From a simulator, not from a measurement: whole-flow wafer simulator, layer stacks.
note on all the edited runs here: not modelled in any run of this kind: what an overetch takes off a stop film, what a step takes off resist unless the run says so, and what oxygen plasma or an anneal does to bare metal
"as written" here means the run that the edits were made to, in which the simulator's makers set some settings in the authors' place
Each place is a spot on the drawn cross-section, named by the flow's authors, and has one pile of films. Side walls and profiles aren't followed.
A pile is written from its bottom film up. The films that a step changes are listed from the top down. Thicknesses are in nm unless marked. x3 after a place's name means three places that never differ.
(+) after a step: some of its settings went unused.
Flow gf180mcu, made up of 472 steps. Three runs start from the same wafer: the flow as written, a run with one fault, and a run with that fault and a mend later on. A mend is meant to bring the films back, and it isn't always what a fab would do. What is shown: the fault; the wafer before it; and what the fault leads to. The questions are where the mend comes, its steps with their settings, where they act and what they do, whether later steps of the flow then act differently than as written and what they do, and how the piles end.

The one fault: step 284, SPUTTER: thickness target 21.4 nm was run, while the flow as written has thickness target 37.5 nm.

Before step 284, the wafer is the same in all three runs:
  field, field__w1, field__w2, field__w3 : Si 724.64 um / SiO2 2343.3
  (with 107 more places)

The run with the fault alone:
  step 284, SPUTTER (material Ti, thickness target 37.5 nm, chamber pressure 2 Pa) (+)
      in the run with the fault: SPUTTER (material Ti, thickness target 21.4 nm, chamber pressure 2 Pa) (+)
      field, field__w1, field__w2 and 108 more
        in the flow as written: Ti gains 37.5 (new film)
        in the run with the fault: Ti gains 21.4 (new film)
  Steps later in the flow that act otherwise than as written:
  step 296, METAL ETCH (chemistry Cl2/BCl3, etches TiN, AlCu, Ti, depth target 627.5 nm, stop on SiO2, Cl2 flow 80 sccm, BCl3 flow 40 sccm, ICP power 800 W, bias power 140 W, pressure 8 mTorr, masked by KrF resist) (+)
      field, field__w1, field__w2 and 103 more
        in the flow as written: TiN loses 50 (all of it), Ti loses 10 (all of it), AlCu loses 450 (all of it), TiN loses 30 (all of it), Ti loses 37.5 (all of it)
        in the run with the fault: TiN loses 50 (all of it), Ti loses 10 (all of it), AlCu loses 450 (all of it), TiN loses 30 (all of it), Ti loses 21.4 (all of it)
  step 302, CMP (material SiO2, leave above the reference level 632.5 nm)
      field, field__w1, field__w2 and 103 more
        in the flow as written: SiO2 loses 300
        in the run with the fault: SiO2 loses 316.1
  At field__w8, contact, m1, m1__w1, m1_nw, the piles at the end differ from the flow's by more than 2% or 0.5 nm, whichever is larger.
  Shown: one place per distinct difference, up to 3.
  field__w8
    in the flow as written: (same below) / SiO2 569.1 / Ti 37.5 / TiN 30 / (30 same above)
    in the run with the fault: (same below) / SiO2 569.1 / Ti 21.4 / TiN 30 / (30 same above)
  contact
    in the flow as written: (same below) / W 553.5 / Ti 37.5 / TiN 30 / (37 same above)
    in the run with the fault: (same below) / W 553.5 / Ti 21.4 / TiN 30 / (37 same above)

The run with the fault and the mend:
  The mend stands after step 284.
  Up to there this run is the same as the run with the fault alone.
  step 284a, SPUTTER (material Ti, thickness target 16.1 nm, chamber pressure 2 Pa) (+) (the flow's step 284, run once more with other settings)
      field, field__w1, field__w2 and 108 more
        Ti gains 16.1
  Later steps of the flow that are run all act as written at every place that is followed.
  By the end, the piles equal the flow's at every place that both follow.
